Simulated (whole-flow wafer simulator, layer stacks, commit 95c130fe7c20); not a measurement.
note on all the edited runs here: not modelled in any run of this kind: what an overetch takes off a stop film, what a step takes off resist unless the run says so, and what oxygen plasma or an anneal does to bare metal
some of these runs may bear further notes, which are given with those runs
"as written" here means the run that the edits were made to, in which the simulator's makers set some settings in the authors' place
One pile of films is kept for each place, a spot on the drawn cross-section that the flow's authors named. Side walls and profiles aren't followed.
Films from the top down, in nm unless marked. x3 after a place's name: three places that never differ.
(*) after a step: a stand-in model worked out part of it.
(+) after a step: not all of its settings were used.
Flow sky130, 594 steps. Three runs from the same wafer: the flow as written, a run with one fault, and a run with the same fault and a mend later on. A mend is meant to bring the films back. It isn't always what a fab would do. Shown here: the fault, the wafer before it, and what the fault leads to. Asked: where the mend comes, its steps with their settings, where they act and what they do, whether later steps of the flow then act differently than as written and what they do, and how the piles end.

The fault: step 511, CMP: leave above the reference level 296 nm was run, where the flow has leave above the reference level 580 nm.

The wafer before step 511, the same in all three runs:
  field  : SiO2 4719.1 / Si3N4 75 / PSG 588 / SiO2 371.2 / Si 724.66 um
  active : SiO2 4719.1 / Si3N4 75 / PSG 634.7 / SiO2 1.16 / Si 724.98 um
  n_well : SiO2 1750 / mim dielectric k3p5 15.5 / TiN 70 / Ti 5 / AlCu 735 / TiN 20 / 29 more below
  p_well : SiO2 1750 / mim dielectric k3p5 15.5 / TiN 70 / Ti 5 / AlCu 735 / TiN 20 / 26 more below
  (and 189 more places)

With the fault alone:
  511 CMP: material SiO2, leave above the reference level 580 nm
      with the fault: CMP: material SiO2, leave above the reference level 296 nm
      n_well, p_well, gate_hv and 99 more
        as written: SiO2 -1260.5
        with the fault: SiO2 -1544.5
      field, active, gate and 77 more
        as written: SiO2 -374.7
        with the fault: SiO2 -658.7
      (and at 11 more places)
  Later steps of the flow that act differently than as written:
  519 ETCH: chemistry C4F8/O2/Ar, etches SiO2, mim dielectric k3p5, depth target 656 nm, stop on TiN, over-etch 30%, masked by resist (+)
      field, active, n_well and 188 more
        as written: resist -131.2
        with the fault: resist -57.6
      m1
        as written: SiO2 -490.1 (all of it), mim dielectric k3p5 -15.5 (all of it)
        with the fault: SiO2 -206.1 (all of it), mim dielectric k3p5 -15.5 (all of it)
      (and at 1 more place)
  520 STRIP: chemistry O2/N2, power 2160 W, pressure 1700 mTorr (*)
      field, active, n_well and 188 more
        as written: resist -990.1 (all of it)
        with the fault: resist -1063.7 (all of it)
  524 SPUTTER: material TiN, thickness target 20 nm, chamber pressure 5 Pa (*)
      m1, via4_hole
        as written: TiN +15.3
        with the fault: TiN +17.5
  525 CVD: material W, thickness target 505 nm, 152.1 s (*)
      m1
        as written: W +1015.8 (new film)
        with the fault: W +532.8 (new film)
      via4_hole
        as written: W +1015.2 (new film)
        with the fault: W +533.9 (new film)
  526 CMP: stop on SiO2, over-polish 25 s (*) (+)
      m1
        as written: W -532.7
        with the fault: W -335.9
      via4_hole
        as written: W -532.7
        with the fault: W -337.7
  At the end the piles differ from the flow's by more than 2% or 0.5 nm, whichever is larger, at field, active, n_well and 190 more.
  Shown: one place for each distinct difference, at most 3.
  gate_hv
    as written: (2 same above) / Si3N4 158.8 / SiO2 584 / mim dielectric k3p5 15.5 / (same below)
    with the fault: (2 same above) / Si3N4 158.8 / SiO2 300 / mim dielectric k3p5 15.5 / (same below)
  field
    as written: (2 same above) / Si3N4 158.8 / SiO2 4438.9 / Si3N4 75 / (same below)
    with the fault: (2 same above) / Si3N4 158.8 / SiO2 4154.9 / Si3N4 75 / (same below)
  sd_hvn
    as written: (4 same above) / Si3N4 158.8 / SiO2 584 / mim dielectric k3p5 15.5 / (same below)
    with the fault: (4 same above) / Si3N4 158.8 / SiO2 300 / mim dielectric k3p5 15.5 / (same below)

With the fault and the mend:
  The mend comes after step 511.
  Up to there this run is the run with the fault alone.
  511a HDPCVD: thickness target 284 nm (*) (the flow's step 510 once more, with other settings)
      field, active, n_well and 190 more
        SiO2 +284
  No later step of the flow acts differently than as written at any place that is followed.
  At the end the piles are the same as the flow's at every place that both follow.
